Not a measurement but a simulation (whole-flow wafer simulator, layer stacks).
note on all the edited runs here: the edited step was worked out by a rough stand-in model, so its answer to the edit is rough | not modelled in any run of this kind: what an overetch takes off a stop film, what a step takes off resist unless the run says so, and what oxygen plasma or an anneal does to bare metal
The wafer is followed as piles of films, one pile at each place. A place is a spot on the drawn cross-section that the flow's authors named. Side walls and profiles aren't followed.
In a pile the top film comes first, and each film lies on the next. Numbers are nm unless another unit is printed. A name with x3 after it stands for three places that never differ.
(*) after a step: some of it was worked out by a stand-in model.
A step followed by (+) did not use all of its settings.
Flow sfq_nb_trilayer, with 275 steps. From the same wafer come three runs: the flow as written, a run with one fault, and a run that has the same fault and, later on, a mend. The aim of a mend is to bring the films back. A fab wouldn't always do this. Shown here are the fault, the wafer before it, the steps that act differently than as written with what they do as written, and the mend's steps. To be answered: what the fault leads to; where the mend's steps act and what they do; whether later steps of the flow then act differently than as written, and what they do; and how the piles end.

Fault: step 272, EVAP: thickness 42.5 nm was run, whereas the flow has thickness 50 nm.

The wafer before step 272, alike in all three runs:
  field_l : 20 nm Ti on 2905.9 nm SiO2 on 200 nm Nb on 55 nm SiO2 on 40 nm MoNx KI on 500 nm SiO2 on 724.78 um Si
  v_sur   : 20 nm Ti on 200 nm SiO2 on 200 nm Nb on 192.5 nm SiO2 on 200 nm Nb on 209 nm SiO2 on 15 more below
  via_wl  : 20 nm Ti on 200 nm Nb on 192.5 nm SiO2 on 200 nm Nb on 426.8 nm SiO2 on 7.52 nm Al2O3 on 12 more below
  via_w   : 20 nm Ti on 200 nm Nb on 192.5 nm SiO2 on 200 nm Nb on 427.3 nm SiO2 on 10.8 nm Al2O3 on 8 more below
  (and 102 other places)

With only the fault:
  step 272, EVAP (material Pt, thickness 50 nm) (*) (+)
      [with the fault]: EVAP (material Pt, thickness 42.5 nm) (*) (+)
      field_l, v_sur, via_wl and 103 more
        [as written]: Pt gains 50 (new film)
        [with the fault]: Pt gains 42.5 (new film)
  Steps later in the flow that act otherwise than as written:
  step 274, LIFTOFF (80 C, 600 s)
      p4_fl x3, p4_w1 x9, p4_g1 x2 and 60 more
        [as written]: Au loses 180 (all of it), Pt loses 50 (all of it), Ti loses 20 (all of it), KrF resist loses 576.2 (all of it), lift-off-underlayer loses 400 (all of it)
        [with the fault]: Au loses 180 (all of it), Pt loses 42.5 (all of it), Ti loses 20 (all of it), KrF resist loses 576.2 (all of it), lift-off-underlayer loses 400 (all of it)
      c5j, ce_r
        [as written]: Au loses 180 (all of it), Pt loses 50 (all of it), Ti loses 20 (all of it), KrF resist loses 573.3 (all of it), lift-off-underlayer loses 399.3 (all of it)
        [with the fault]: Au loses 180 (all of it), Pt loses 42.5 (all of it), Ti loses 20 (all of it), KrF resist loses 573.3 (all of it), lift-off-underlayer loses 399.3 (all of it)
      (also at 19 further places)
  At field_l, v_sur, via_wl and 8 more, the piles at the end differ from the flow's by more than 2% or 0.5 nm, whichever is larger.
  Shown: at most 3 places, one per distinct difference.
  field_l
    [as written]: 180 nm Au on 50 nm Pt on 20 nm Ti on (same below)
    [with the fault]: 180 nm Au on 42.5 nm Pt on 20 nm Ti on (same below)

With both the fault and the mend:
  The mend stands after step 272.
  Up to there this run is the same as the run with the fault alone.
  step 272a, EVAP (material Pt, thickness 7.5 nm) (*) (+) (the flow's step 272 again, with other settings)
      field_l, v_sur, via_wl and 103 more
        Pt gains 7.5
  None of the later steps of the flow acts differently than as written at any place that is followed.
  The piles end the same as the flow's at every place that both follow.
